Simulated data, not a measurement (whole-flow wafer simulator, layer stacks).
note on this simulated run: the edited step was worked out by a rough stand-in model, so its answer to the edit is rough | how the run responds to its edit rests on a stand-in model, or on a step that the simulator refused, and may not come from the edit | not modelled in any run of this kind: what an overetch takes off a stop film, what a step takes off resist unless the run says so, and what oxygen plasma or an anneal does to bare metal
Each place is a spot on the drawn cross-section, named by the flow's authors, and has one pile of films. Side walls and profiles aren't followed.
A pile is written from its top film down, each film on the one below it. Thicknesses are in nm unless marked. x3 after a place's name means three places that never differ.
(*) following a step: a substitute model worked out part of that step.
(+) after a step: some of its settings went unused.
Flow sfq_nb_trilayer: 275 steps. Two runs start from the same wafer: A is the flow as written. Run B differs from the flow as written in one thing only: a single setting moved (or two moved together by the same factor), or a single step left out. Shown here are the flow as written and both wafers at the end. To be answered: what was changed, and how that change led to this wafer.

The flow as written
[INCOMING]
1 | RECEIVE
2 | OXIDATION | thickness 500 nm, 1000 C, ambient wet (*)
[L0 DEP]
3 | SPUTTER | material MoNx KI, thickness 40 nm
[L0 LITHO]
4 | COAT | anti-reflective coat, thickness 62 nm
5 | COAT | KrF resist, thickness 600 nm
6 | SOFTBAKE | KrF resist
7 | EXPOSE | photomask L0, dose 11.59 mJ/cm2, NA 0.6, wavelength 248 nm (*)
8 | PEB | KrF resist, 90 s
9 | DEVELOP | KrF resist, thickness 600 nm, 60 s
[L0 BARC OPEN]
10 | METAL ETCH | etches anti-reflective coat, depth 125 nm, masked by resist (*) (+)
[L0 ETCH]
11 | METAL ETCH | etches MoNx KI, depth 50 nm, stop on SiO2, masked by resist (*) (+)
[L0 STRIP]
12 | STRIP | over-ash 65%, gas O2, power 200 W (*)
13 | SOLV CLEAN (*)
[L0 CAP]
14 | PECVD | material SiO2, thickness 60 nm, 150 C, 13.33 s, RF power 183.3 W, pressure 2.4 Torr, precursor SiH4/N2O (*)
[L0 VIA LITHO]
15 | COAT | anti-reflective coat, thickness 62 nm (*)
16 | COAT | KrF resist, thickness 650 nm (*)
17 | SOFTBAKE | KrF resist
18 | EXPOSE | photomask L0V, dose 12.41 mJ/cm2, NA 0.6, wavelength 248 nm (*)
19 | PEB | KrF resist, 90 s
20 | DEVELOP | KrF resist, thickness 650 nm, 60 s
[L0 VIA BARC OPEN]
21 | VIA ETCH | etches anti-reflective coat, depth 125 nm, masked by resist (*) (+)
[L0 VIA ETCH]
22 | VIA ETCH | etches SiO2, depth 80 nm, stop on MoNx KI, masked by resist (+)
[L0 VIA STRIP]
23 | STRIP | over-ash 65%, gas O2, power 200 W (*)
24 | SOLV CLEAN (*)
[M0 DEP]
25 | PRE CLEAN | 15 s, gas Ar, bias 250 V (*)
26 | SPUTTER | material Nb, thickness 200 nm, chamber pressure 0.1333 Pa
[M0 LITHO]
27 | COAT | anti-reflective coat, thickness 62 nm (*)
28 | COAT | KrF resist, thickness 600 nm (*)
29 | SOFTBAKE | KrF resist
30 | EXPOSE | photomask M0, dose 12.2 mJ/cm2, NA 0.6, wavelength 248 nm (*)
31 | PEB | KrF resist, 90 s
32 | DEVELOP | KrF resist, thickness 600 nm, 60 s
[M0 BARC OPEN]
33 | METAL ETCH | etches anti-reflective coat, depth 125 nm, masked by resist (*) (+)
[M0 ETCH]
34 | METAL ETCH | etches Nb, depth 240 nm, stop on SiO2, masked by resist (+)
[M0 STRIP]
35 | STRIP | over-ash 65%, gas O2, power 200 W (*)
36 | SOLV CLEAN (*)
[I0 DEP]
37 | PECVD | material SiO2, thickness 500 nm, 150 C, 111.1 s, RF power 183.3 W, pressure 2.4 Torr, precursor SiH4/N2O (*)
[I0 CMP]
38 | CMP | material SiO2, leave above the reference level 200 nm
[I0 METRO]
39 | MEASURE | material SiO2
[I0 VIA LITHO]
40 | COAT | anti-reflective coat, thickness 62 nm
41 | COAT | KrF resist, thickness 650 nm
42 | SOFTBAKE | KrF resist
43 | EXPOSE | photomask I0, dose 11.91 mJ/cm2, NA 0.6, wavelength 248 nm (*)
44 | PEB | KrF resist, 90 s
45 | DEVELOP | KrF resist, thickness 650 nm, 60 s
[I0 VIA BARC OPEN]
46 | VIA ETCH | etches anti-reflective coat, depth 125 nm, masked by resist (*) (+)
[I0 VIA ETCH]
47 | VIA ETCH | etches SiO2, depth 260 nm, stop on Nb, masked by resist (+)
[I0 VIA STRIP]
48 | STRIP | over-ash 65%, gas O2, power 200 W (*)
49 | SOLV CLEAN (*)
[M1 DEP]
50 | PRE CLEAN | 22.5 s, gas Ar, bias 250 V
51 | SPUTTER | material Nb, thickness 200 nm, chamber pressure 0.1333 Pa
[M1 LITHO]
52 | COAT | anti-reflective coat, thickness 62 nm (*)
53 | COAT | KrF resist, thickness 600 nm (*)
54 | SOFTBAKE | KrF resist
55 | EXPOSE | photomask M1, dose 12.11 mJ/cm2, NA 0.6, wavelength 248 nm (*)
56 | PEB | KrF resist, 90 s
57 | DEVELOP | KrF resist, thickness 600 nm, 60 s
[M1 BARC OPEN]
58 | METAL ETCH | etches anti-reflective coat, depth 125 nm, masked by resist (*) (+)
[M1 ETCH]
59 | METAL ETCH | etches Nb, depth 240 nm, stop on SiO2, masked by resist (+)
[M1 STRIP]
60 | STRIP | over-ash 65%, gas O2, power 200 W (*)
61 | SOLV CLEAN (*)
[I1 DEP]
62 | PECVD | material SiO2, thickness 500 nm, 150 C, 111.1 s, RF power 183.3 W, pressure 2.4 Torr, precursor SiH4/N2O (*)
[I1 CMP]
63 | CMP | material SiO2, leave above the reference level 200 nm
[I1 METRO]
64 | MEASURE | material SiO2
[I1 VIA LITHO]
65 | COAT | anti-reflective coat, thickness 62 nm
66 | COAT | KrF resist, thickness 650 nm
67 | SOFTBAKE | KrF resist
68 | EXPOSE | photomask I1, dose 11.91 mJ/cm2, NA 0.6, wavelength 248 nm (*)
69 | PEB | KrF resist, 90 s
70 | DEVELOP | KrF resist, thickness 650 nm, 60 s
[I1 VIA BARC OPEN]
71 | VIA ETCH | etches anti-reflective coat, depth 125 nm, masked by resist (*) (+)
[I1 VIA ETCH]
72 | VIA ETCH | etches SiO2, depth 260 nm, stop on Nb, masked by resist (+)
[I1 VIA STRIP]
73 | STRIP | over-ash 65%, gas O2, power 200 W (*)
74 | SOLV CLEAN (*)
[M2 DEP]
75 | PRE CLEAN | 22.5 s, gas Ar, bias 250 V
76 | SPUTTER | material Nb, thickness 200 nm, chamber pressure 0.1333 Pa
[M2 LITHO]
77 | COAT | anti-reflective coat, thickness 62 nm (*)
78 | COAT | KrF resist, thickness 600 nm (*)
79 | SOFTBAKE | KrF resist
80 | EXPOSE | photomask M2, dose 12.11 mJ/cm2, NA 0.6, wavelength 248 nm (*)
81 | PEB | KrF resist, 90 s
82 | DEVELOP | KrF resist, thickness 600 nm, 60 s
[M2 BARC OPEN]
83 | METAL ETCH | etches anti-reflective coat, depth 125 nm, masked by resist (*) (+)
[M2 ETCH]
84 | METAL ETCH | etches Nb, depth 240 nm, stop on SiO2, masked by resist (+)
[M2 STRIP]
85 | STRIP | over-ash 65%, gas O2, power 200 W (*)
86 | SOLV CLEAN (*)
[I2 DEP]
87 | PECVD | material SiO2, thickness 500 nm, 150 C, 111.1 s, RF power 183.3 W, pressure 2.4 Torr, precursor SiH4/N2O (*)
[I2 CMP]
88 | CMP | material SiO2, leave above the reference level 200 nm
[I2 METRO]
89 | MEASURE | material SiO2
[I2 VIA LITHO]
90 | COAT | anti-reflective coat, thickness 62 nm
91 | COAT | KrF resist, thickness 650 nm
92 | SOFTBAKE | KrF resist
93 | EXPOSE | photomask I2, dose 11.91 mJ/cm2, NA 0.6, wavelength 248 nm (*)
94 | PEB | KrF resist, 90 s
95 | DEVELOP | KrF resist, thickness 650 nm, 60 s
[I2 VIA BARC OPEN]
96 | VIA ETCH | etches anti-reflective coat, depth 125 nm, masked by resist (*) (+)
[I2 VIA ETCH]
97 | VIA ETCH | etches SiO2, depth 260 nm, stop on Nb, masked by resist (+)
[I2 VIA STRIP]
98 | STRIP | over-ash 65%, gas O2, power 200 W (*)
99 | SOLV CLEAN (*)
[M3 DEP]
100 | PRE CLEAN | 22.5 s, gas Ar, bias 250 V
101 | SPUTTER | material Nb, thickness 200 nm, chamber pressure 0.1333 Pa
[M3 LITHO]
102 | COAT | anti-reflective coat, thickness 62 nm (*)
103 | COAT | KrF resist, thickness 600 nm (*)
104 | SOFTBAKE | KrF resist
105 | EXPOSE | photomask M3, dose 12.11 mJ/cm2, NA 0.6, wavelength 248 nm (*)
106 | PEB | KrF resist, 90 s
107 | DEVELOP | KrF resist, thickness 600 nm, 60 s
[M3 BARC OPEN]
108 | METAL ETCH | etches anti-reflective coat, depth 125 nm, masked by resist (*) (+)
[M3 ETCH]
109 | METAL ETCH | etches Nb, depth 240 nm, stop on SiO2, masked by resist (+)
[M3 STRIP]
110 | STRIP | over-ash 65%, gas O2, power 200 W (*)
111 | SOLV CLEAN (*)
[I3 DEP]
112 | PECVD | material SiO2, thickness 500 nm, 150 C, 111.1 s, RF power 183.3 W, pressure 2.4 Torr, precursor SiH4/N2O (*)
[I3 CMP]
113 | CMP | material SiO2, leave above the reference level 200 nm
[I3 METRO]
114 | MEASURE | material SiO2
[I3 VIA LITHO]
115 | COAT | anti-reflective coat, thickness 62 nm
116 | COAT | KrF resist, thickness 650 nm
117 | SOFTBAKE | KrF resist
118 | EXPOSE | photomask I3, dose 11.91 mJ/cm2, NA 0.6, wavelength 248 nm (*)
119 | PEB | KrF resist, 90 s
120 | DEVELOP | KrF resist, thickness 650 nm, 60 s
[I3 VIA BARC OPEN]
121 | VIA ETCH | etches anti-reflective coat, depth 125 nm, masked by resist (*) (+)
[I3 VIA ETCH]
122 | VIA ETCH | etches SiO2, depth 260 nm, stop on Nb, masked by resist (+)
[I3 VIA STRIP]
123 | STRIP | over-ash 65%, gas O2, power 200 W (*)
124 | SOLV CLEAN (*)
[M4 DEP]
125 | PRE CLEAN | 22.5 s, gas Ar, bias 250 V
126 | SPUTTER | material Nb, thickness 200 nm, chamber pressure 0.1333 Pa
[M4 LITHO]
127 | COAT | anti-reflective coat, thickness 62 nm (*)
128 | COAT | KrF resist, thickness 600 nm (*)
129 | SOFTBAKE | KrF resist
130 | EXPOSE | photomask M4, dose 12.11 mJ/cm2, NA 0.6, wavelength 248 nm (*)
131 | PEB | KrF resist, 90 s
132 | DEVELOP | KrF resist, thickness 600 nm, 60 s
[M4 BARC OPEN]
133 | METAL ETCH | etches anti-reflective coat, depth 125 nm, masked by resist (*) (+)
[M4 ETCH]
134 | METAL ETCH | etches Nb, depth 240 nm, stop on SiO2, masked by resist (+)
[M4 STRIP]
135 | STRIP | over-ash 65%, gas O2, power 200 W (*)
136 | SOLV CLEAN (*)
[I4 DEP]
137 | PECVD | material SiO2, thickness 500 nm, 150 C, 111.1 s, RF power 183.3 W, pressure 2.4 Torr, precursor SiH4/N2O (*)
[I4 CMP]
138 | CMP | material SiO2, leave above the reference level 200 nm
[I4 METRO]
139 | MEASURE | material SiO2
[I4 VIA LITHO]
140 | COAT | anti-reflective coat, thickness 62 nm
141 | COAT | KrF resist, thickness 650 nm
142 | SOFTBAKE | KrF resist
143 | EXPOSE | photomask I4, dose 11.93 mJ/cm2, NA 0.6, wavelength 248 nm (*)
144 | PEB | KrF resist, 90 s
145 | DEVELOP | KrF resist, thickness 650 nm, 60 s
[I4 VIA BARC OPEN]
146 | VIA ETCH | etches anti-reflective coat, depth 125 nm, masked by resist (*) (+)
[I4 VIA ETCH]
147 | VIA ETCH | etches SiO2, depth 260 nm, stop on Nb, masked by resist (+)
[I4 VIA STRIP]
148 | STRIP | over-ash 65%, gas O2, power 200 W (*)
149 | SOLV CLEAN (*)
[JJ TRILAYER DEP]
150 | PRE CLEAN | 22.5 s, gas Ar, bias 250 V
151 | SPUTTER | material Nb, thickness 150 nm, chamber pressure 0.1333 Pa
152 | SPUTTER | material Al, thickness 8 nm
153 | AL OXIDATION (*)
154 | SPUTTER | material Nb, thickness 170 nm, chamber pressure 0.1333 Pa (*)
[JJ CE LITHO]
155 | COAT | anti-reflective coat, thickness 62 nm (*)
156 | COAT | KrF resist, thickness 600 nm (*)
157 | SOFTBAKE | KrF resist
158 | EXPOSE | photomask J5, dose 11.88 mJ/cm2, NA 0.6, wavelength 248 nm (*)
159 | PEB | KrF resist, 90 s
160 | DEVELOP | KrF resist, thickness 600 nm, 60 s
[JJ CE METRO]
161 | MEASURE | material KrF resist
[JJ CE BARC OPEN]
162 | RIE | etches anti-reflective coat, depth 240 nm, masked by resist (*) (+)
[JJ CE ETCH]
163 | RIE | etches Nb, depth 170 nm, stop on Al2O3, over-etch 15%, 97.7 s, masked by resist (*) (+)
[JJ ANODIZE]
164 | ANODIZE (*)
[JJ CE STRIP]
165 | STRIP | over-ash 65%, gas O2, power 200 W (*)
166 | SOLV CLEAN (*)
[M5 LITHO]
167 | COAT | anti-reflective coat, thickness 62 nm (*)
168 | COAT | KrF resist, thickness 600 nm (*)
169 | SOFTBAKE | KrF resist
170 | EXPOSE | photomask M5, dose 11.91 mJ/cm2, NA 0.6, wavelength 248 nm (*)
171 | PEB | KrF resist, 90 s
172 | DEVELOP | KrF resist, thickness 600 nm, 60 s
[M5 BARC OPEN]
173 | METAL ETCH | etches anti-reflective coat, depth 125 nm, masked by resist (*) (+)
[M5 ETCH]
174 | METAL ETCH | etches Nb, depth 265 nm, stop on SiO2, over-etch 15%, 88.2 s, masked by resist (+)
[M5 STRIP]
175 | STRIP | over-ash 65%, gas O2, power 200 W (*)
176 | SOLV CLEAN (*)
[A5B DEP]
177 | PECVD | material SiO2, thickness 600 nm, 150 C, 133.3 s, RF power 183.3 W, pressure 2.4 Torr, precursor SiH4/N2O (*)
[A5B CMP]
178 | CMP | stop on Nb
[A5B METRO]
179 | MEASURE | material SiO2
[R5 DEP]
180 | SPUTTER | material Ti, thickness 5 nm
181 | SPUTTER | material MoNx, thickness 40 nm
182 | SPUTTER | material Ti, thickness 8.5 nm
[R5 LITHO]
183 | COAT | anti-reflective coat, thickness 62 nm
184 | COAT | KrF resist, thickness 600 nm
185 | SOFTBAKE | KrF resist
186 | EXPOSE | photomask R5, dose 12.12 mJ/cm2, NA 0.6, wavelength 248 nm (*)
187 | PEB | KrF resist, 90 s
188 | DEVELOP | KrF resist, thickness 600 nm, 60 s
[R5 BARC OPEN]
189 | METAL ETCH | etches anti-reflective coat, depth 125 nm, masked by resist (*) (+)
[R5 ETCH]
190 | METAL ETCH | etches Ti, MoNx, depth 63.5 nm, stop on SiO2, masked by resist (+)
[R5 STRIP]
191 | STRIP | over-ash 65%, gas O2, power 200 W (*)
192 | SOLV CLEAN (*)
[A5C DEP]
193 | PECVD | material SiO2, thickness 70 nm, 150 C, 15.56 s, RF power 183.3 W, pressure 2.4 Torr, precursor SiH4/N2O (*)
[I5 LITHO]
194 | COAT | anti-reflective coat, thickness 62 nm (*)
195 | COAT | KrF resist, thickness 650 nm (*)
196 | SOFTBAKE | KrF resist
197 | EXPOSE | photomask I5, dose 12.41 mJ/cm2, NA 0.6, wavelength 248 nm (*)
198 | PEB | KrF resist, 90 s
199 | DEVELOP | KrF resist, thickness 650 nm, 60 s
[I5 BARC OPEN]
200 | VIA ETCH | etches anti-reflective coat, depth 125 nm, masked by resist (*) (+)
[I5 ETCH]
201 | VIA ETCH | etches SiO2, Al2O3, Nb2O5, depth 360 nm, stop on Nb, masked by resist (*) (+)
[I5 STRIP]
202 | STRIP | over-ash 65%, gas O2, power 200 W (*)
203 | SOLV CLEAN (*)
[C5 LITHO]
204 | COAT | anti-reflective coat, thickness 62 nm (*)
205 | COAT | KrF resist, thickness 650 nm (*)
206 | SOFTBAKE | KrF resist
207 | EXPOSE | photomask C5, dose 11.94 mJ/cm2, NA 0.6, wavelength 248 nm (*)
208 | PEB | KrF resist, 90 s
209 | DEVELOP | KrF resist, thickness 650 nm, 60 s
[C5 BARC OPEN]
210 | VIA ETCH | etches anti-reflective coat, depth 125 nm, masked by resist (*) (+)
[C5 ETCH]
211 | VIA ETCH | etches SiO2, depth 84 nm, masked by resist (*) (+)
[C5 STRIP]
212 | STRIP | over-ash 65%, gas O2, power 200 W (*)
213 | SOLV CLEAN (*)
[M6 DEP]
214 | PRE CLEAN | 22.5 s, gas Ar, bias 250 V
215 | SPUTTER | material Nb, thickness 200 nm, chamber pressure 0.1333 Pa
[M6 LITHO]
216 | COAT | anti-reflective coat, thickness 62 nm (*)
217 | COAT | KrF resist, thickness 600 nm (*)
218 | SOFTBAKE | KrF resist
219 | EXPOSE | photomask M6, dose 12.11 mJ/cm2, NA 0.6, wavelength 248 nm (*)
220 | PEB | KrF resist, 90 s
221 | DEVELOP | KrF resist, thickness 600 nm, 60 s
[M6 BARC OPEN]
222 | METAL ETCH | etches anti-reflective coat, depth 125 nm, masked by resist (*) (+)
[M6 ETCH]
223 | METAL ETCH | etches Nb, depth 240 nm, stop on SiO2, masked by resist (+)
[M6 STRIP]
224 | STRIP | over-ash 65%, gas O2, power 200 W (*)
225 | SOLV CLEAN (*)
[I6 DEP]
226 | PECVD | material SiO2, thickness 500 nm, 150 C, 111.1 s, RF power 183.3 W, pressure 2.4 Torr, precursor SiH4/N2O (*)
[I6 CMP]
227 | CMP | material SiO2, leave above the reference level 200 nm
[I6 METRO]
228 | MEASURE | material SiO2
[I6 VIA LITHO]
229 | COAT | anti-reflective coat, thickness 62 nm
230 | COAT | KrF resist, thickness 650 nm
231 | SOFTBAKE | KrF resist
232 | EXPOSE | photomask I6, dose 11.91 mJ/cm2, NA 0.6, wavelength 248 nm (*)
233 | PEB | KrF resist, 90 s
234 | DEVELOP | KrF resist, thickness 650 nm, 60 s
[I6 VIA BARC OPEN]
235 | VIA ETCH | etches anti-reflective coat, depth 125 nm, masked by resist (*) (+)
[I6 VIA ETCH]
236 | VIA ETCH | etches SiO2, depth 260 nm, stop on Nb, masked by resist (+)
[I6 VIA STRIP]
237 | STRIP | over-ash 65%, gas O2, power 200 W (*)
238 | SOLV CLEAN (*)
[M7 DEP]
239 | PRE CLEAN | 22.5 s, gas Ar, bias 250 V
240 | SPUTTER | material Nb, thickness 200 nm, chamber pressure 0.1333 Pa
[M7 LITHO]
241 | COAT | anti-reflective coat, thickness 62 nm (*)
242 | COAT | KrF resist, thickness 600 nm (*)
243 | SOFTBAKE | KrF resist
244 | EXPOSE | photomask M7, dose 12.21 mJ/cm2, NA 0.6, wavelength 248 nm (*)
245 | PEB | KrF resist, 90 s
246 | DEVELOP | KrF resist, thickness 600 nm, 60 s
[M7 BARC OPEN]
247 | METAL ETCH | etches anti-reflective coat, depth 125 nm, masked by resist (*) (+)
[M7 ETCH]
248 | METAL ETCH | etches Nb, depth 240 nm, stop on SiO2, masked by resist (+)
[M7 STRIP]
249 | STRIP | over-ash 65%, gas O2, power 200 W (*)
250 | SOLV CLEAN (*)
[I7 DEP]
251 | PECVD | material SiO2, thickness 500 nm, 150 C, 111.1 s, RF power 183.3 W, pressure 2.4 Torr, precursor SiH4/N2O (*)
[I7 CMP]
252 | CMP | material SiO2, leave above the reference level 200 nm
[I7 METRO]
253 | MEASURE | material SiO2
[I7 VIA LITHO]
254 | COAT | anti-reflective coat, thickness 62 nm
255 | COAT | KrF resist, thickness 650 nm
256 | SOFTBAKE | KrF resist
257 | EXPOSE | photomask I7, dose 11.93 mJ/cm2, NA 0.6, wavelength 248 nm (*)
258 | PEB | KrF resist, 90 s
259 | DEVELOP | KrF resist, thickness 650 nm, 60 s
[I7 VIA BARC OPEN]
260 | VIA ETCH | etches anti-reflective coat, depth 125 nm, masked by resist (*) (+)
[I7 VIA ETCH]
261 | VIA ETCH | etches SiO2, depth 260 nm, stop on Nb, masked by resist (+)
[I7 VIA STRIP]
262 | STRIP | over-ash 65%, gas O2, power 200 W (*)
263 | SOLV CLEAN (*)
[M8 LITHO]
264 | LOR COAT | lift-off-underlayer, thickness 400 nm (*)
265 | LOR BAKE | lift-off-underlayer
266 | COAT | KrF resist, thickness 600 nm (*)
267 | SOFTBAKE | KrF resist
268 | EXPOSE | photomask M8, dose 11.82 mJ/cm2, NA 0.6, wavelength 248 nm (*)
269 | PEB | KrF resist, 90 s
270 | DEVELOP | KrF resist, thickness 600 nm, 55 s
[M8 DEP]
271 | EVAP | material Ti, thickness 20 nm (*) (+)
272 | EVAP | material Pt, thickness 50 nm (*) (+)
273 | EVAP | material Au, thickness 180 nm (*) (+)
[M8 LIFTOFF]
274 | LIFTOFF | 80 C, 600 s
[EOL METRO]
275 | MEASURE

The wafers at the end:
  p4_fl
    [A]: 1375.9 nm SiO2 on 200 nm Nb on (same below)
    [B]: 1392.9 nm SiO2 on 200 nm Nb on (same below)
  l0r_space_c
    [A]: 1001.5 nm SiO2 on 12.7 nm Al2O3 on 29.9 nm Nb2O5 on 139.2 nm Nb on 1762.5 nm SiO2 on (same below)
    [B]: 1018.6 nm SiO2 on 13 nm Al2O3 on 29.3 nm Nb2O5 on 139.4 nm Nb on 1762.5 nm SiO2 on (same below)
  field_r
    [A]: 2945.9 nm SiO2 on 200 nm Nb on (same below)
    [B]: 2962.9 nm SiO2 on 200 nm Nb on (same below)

Cause: step 154, SPUTTER: thickness 187 nm was run, whereas the flow has thickness 170 nm.

Step by step, how the change led to this:
  154 | SPUTTER | material Nb, thickness 170 nm, chamber pressure 0.1333 Pa (*)
      field_l, v_sur, via_sp and 100 more: A Nb gains 170 (new film) | B Nb gains 187 (new film)
      via_wl, via_wr: A Nb gains 140.7 (new film) | B Nb gains 154.9 (new film)
      (also at 1 further place)
  155 | COAT | anti-reflective coat, thickness 62 nm (*)
      via_wl, via_wr: A anti-reflective coat gains 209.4 (new film) | B anti-reflective coat gains 214.1 (new film)
  162 | RIE | etches anti-reflective coat, depth 240 nm, masked by resist (*) (+)
      ce_l, c5j, ce_r, wl_jj: A KrF resist loses 209.4 | B KrF resist loses 214.1
      via_wl, via_wr: A anti-reflective coat loses 209.4 (all of it) | B anti-reflective coat loses 214.1 (all of it)
  163 | RIE | etches Nb, depth 170 nm, stop on Al2O3, over-etch 15%, 97.7 s, masked by resist (*) (+)
      field_l, v_sur, via_sp and 96 more: A Nb loses 170 (all of it), Al2O3 loses 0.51 | B Nb loses 187 (all of it), Al2O3 loses 0.17
      via_wl, via_wr: A Nb loses 140.7 (all of it), Al2O3 loses 0.96 (all of it) | B Nb loses 154.9 (all of it), Al2O3 loses 0.96 (all of it)
      (also at 1 further place)
  164 | ANODIZE (*)
      field_l, v_sur, via_sp and 96 more: A Al2O3 gains 12.2, Nb2O5 gains 29.9 (new film), Al loses 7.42 (all of it), Nb loses 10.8 | B Al2O3 gains 12.2, Nb2O5 gains 29.3 (new film), Al loses 7.42 (all of it), Nb loses 10.6
  167 | COAT | anti-reflective coat, thickness 62 nm (*)
      wl_j_sl, wl_j_sr: A anti-reflective coat gains 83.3 (new film) | B anti-reflective coat gains 85.6 (new film)
      jj_sur: A anti-reflective coat gains 82.6 (new film) | B anti-reflective coat gains 84.6 (new film)
      (also at 5 further places)
  174 | METAL ETCH | etches Nb, depth 265 nm, stop on SiO2, over-etch 15%, 88.2 s, masked by resist (+)
      field_l, r_sur, res and 50 more: A Al2O3 loses 12.6 (all of it), Nb2O5 loses 29.9 (all of it), Nb loses 139.2 (all of it), SiO2 loses 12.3 | B Al2O3 loses 13 (all of it), Nb2O5 loses 29.3 (all of it), Nb loses 139.4 (all of it), SiO2 loses 12.3
  175 | STRIP | over-ash 65%, gas O2, power 200 W (*)
      jj_sur: A KrF resist loses 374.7 (all of it), anti-reflective coat loses 82.6 (all of it) | B KrF resist loses 376.2 (all of it), anti-reflective coat loses 84.6 (all of it)
      ce_l: A KrF resist loses 299.6 (all of it), anti-reflective coat loses 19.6 (all of it) | B KrF resist loses 289.3 (all of it), anti-reflective coat loses 17.8 (all of it)
      (also at 6 further places)
  178 | CMP | stop on Nb
      v_sur, via_sp, via_v and 43 more: A SiO2 loses 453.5 | B SiO2 loses 436.4
      field_l, p4_fl, p4_fm and 39 more: A SiO2 loses 259.3 | B SiO2 loses 242.3
      (also at 14 further places)
  201 | VIA ETCH | etches SiO2, Al2O3, Nb2O5, depth 360 nm, stop on Nb, masked by resist (*) (+)
      be: A SiO2 loses 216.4 (all of it), Al2O3 loses 12.7 (all of it), Nb2O5 loses 29.9 (all of it) | B SiO2 loses 233.4 (all of it), Al2O3 loses 13 (all of it), Nb2O5 loses 29.3 (all of it)
  204 | COAT | anti-reflective coat, thickness 62 nm (*)
      be: A anti-reflective coat gains 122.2 (new film) | B anti-reflective coat gains 124.7 (new film)
  212 | STRIP | over-ash 65%, gas O2, power 200 W (*)
      be: A KrF resist loses 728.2 (all of it), anti-reflective coat loses 122.2 (all of it) | B KrF resist loses 740.2 (all of it), anti-reflective coat loses 124.7 (all of it)
  215 | SPUTTER | material Nb, thickness 200 nm, chamber pressure 0.1333 Pa
      be: A Nb gains 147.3 | B Nb gains 143.6
  216 | COAT | anti-reflective coat, thickness 62 nm (*)
      be: A anti-reflective coat gains 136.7 (new film) | B anti-reflective coat gains 139.9 (new film)
  224 | STRIP | over-ash 65%, gas O2, power 200 W (*)
      be: A KrF resist loses 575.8 (all of it), anti-reflective coat loses 136.7 (all of it) | B KrF resist loses 590.1 (all of it), anti-reflective coat loses 139.9 (all of it)
  226 | PECVD | material SiO2, thickness 500 nm, 150 C, 111.1 s, RF power 183.3 W, pressure 2.4 Torr, precursor SiH4/N2O (*)
      be: A SiO2 gains 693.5 (new film) | B SiO2 gains 714 (new film)
